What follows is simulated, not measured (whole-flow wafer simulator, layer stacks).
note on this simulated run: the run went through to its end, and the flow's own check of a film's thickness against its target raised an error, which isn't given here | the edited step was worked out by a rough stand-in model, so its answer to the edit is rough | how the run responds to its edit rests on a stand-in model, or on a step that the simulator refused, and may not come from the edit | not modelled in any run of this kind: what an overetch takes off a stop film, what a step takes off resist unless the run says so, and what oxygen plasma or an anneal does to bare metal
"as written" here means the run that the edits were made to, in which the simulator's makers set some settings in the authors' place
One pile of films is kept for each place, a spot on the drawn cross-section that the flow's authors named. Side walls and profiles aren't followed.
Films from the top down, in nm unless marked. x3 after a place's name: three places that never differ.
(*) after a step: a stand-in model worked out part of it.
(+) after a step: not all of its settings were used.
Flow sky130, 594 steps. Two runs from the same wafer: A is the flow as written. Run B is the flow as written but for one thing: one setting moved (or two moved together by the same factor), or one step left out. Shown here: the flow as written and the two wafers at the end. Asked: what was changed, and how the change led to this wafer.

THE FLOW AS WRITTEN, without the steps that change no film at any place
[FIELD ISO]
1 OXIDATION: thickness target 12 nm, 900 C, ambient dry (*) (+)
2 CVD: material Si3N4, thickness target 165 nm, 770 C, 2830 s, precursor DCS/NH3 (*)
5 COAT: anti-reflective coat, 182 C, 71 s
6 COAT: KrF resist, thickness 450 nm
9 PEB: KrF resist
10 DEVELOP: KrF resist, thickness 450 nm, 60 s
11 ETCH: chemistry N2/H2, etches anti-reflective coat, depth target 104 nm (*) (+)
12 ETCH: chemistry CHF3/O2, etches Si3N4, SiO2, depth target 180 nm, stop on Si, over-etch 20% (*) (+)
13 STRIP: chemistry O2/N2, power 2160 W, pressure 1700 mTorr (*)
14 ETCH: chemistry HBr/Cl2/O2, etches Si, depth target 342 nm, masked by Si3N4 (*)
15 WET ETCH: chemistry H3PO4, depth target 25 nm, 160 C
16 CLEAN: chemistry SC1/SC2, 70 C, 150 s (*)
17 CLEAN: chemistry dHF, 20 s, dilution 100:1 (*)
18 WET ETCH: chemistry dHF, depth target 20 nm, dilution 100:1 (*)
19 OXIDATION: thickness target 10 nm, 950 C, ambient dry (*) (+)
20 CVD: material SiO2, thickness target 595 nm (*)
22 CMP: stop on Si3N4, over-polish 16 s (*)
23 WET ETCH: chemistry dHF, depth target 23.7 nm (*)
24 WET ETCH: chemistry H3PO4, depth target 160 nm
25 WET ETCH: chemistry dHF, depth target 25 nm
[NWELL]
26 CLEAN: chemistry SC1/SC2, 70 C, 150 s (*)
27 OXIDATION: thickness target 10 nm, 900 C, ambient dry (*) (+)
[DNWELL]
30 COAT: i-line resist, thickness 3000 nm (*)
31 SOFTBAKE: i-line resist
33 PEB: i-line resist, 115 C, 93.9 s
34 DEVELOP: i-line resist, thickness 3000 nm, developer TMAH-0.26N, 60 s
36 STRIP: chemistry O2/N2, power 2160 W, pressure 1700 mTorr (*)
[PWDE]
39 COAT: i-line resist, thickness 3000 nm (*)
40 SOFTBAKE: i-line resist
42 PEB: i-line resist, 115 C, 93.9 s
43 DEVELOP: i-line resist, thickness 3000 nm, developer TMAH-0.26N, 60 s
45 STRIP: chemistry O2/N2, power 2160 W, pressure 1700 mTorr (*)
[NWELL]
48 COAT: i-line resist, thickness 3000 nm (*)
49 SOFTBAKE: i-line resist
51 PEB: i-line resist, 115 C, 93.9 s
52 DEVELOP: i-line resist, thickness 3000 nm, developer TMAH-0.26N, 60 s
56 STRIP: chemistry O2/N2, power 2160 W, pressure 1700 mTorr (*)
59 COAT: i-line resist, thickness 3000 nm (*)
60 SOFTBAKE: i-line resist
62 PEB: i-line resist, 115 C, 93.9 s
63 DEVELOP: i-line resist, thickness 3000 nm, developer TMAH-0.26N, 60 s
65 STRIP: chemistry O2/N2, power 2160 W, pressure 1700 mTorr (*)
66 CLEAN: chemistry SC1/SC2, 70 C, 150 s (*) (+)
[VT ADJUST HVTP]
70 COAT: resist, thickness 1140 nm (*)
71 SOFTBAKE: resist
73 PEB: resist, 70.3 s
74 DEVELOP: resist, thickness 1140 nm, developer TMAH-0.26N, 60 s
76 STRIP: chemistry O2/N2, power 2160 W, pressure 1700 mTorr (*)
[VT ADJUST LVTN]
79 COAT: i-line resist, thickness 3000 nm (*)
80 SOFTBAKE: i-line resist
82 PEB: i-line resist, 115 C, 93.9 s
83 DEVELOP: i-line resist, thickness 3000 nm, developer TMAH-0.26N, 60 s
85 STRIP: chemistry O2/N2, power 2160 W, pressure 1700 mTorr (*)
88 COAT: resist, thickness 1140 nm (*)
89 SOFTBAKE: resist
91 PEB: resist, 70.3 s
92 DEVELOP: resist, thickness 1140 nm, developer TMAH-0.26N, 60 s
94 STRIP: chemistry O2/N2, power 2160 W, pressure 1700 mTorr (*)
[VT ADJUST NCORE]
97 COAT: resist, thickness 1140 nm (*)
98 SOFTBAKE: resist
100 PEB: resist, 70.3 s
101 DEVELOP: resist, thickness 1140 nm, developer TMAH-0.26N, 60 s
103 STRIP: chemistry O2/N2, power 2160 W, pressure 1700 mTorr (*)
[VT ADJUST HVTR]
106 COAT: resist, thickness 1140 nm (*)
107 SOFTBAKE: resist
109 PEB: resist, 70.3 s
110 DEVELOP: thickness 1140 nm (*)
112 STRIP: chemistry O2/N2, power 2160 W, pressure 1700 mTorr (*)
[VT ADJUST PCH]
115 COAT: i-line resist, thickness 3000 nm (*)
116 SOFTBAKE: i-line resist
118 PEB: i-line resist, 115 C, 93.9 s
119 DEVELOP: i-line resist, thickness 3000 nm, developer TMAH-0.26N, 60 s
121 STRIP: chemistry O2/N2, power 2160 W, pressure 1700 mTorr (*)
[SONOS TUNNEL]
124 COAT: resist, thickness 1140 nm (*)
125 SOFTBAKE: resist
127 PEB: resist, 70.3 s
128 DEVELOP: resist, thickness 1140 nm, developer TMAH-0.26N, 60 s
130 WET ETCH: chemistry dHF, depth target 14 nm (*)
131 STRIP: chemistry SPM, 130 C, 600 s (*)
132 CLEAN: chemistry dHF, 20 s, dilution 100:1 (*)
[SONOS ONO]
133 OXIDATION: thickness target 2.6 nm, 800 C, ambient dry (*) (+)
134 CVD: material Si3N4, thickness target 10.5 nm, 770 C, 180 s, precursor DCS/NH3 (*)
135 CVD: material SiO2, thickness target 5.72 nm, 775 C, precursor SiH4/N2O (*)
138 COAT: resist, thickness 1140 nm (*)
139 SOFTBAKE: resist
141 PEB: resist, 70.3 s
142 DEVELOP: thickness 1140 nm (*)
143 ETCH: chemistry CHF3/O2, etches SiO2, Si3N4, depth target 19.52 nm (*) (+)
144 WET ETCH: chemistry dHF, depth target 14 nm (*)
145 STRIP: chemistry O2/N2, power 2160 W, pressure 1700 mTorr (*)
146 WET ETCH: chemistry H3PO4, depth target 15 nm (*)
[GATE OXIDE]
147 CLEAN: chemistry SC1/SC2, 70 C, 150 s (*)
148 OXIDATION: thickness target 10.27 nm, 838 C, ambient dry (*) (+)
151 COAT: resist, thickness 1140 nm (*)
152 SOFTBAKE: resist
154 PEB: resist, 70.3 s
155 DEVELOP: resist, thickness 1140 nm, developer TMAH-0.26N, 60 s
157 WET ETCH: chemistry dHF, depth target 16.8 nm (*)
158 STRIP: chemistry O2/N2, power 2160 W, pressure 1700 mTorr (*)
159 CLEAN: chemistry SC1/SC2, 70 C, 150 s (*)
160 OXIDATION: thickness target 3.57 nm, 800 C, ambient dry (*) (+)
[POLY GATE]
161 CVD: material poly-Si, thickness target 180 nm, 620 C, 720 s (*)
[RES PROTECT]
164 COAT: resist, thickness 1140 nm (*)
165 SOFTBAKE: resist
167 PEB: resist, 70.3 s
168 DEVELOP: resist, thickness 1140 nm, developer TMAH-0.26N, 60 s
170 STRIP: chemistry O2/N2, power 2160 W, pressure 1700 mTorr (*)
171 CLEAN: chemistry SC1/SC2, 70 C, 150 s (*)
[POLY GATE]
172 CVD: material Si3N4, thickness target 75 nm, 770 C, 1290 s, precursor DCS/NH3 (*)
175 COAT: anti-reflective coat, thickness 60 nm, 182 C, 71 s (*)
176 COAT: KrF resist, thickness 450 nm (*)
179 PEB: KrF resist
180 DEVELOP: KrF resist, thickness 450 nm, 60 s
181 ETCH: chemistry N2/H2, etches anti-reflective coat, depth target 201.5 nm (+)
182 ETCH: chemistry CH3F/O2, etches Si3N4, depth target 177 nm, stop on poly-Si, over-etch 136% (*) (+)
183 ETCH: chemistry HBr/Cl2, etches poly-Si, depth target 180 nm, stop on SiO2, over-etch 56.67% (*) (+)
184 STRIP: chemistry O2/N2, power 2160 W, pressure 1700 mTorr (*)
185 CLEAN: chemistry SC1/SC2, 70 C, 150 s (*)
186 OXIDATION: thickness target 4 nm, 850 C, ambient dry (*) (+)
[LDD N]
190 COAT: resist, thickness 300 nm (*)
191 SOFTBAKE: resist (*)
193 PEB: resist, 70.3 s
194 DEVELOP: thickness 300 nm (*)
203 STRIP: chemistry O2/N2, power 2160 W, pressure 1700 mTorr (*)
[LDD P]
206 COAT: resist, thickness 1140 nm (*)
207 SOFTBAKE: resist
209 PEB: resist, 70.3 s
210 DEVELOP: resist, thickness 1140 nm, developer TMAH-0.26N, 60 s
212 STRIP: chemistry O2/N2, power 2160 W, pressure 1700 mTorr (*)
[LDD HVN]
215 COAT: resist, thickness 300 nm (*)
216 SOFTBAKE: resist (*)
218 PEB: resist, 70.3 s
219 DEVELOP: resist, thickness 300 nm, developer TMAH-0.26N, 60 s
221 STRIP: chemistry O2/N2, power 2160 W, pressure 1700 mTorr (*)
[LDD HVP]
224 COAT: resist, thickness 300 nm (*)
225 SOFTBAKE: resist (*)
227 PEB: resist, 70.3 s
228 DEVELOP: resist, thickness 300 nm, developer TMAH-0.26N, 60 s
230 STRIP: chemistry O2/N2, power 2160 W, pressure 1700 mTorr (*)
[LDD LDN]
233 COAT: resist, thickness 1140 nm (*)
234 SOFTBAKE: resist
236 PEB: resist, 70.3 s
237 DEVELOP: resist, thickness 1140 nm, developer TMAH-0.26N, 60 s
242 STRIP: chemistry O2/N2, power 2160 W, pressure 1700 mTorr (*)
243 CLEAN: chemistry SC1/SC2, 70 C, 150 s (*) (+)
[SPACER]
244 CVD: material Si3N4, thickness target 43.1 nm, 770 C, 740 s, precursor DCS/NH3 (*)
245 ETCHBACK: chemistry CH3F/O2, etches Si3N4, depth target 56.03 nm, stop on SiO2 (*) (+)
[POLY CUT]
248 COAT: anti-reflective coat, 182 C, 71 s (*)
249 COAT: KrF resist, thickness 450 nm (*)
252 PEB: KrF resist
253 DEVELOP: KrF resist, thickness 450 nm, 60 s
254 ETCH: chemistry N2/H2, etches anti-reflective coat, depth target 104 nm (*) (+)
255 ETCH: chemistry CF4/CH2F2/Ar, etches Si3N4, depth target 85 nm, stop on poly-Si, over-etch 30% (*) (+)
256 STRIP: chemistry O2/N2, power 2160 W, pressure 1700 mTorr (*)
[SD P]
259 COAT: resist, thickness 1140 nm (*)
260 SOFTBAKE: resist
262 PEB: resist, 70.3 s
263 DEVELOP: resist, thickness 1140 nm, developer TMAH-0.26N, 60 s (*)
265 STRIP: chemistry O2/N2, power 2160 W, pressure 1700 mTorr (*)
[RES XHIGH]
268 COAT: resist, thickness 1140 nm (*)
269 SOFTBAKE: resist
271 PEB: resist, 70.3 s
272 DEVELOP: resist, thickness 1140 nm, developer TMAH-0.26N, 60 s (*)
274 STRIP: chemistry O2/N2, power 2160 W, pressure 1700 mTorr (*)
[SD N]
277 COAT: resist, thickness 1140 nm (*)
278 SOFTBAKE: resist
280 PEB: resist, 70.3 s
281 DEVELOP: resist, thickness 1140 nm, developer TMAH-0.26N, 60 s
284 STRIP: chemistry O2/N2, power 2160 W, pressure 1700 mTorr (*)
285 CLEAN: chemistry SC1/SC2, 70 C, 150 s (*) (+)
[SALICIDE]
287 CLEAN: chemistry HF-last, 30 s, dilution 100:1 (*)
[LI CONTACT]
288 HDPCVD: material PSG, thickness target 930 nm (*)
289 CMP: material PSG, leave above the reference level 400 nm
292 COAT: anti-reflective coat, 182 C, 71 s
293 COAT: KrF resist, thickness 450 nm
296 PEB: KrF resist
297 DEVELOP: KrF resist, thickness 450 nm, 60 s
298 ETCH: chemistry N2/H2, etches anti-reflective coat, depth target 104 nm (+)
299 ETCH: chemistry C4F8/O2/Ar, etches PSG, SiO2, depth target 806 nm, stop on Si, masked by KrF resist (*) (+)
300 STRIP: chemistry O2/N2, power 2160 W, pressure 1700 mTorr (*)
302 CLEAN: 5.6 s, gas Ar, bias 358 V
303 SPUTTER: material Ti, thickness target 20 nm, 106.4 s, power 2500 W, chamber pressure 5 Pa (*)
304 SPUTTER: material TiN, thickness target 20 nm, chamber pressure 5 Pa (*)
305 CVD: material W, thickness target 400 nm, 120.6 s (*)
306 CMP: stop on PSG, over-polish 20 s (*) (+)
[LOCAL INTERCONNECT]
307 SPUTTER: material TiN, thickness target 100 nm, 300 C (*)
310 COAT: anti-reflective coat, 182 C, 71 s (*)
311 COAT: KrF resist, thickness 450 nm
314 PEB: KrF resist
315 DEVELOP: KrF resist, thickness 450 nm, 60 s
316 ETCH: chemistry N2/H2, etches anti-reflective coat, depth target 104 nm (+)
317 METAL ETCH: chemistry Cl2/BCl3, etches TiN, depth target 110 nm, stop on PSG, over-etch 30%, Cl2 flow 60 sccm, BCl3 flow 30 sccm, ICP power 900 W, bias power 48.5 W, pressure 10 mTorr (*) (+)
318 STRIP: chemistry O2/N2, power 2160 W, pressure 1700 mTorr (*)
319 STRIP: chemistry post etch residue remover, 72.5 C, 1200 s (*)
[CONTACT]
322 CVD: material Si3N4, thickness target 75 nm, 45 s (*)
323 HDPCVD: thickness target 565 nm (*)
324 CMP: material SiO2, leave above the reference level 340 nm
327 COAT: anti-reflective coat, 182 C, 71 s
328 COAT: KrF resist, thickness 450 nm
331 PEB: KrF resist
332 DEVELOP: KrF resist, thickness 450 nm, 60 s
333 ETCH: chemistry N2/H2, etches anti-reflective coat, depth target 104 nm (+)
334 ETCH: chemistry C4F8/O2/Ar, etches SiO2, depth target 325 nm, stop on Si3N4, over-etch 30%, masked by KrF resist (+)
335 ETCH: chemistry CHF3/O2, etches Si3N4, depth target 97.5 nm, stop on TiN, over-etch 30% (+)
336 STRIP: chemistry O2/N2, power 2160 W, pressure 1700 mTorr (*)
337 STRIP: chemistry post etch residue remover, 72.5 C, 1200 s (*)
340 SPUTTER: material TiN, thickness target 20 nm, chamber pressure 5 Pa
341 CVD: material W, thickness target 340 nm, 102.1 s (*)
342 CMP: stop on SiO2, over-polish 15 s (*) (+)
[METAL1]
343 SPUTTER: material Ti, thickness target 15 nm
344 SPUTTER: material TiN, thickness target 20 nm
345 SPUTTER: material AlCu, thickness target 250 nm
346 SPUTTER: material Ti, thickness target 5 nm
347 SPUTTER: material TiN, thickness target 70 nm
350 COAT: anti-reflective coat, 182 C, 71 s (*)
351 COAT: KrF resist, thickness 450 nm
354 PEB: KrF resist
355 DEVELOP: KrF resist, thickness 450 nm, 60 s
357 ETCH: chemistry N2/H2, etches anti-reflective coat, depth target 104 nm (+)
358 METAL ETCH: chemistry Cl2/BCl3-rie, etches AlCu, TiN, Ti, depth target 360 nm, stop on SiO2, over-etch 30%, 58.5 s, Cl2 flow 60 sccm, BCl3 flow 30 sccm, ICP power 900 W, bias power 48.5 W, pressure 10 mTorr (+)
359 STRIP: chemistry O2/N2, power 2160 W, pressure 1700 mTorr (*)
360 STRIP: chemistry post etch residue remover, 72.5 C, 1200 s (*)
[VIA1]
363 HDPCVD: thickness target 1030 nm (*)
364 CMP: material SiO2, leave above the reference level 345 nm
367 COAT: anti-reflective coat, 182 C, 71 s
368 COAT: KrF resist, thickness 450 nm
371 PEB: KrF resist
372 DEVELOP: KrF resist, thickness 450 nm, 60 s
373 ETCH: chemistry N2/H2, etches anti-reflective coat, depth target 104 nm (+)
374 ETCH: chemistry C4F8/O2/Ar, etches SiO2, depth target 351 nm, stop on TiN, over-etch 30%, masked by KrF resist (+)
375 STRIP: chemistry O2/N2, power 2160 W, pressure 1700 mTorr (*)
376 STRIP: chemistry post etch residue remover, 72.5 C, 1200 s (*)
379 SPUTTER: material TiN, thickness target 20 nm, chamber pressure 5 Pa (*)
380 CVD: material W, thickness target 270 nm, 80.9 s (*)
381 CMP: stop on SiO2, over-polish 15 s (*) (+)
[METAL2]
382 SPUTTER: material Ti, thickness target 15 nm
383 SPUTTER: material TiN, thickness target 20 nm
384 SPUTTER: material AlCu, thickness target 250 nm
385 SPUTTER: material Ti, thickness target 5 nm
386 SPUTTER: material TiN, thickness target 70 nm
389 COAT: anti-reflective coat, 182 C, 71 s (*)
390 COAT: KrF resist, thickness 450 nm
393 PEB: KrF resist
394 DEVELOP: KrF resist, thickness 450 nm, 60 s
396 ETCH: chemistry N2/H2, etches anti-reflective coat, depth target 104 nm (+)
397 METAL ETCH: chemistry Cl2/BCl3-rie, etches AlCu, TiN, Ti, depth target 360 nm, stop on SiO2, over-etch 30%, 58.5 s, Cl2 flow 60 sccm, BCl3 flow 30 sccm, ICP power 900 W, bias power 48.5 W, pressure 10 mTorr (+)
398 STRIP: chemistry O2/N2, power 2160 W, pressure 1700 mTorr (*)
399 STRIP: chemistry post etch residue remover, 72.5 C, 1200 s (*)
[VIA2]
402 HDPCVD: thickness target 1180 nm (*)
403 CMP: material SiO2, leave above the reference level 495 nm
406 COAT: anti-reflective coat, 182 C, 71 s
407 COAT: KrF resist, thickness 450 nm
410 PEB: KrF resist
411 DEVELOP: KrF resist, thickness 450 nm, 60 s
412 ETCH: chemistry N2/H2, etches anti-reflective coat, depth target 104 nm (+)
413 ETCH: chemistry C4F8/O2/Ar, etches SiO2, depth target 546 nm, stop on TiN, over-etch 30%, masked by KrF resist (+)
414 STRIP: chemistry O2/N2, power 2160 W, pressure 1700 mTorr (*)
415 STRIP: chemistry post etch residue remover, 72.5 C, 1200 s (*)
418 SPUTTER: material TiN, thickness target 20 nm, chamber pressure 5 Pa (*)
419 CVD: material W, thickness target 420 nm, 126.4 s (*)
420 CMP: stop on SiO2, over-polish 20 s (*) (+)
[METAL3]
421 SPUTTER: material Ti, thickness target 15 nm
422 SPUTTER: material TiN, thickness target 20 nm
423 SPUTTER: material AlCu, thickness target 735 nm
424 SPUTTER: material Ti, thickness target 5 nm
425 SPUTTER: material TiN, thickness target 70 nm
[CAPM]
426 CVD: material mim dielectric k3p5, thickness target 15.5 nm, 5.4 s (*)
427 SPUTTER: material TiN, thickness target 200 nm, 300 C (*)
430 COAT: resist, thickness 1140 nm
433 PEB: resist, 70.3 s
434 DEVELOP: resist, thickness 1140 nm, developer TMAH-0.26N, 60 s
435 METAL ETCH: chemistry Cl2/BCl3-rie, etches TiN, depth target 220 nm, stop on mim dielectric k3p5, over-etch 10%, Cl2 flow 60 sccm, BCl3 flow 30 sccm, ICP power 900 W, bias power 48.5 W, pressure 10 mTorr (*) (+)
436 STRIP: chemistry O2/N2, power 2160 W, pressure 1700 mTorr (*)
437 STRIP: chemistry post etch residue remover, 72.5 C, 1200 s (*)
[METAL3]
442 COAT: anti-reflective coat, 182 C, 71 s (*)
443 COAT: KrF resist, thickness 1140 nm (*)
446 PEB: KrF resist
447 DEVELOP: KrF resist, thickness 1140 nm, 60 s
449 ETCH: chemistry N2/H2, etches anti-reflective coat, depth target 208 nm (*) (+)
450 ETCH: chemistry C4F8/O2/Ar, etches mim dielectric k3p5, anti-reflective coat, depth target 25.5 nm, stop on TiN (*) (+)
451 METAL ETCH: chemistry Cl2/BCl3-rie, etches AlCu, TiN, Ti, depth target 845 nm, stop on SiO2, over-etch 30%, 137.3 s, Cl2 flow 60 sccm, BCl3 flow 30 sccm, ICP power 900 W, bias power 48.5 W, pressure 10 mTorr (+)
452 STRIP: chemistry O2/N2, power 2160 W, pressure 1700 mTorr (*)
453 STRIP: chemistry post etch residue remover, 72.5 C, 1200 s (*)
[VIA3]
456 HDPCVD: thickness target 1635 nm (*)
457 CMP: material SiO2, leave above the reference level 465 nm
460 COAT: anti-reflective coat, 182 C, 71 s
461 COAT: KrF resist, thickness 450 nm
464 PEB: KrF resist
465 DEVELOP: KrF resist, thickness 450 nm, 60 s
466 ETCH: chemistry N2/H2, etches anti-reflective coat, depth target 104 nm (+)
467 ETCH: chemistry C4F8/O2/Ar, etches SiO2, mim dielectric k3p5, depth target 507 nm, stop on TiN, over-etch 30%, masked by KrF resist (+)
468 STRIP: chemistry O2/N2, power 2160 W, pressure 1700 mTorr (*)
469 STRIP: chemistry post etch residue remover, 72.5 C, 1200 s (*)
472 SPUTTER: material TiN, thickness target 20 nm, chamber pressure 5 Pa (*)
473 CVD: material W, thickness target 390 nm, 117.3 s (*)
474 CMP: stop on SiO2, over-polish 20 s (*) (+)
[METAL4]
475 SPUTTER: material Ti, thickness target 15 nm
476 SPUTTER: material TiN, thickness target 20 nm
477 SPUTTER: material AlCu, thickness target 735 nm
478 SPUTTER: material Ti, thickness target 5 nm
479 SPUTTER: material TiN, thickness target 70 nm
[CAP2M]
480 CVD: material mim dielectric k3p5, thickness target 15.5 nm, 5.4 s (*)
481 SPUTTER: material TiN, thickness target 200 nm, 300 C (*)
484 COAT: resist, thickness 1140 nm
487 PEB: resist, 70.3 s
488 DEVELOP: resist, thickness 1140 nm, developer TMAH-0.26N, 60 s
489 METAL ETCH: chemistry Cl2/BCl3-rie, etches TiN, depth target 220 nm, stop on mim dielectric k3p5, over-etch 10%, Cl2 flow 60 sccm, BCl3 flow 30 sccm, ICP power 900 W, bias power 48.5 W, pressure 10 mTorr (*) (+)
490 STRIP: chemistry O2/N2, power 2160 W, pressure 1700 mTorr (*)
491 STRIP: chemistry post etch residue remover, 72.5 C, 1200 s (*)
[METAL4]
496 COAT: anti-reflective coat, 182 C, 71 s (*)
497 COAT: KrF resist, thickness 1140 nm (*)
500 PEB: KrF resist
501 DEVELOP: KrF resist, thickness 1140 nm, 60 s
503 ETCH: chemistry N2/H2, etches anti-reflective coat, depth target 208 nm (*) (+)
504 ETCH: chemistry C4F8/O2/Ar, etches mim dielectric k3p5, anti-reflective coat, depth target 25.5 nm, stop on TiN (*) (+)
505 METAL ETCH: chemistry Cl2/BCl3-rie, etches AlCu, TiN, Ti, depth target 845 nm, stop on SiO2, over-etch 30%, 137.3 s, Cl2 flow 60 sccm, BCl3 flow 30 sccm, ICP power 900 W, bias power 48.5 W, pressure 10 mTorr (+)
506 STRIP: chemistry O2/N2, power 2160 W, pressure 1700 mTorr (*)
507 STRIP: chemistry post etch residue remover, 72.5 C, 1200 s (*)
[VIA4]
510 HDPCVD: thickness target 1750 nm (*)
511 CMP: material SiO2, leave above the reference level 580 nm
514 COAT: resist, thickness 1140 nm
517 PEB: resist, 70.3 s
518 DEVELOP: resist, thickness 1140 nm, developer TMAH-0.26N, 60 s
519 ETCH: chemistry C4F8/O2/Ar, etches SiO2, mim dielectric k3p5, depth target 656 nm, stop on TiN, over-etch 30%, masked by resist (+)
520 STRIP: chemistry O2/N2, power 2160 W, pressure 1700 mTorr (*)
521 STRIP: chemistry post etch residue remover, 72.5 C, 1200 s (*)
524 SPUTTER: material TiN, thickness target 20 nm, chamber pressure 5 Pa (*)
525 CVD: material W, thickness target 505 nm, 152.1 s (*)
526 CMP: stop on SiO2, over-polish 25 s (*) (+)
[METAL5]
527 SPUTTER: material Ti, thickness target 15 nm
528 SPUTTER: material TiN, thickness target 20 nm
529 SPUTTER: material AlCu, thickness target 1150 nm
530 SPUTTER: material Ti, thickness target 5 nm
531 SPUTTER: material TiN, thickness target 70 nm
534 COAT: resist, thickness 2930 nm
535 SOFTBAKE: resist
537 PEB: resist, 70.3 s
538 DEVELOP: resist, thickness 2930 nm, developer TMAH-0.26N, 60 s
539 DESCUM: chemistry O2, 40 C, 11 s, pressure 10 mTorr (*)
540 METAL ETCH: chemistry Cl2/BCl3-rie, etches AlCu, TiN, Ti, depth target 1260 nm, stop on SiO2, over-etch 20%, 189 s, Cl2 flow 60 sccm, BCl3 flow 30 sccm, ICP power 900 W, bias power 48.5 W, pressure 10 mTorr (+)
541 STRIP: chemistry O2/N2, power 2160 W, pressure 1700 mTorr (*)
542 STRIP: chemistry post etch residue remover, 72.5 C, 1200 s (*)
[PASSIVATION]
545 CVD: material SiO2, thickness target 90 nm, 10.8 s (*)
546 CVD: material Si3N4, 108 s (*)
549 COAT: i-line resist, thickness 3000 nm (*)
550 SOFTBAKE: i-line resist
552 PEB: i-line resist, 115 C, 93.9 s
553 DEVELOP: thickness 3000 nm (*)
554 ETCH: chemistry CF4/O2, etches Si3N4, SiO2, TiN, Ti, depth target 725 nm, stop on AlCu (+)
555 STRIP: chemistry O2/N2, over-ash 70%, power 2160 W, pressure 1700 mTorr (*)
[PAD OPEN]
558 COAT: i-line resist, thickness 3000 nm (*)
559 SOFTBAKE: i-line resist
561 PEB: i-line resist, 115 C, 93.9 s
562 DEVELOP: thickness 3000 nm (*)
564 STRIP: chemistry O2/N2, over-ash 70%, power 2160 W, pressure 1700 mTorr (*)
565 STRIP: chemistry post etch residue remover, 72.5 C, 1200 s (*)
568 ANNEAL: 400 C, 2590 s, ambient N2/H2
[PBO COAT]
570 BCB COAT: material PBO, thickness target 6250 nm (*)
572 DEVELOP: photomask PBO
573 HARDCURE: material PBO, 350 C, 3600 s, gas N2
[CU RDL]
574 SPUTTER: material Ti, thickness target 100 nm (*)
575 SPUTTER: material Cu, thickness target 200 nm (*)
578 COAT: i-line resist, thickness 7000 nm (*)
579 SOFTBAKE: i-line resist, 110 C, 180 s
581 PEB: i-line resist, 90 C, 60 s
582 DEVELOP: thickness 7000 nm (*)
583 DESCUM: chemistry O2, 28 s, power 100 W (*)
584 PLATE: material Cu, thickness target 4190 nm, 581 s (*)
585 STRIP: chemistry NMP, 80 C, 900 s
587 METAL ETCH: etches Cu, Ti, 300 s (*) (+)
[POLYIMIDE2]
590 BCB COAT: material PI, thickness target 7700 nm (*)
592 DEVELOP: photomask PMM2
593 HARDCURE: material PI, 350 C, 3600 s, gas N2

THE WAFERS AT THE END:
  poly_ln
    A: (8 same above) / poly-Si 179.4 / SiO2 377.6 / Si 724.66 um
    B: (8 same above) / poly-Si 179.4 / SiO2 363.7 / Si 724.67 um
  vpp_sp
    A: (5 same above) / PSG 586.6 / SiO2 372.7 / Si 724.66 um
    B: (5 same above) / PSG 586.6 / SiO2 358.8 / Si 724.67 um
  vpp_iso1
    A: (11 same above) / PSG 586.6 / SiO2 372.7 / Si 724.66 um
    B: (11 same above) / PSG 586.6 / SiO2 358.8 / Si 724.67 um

The cause: step 11, ETCH: depth target 75.4 nm was run, where the flow has depth target 104 nm.

How the change led to this, step by step:
  11 ETCH: chemistry N2/H2, etches anti-reflective coat, depth target 104 nm (*) (+)
      field, mim, iso_guard and 84 more: A anti-reflective coat -80 (all of it), Si3N4 -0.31 | B anti-reflective coat -75.4
      active, n_well, p_well and 100 more: A KrF resist -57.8 | B KrF resist -41.9
  12 ETCH: chemistry CHF3/O2, etches Si3N4, SiO2, depth target 180 nm, stop on Si, over-etch 20% (*) (+)
      field, mim, iso_guard and 84 more: A Si3N4 -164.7 (all of it), SiO2 -12 (all of it) | B anti-reflective coat -4.6 (all of it), Si3N4 -165 (all of it), SiO2 -11.3
  13 STRIP: chemistry O2/N2, power 2160 W, pressure 1700 mTorr (*)
      field, mim, iso_guard and 84 more: A chemical SiO2 +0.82 (new film), Si -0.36 | B nothing
      active, n_well, p_well and 100 more: A KrF resist -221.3 (all of it), anti-reflective coat -80 (all of it) | B KrF resist -237.2 (all of it), anti-reflective coat -80 (all of it)
  14 ETCH: chemistry HBr/Cl2/O2, etches Si, depth target 342 nm, masked by Si3N4 (*)
      field, mim, iso_guard and 84 more: A chemical SiO2 -0.82 (all of it), Si -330 | B SiO2 -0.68 (all of it), Si -316.4
  22 CMP: stop on Si3N4, over-polish 16 s (*)
      mim, vpp_sp, vpp_ln and 61 more: A SiO2 -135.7 | B SiO2 -149.7
      hv_encl, field_nw, iso_guard_nsd_tip, iso_guard_nowell, field_nw_hv: A SiO2 -138 | B SiO2 -152
      (and at 11 more places)
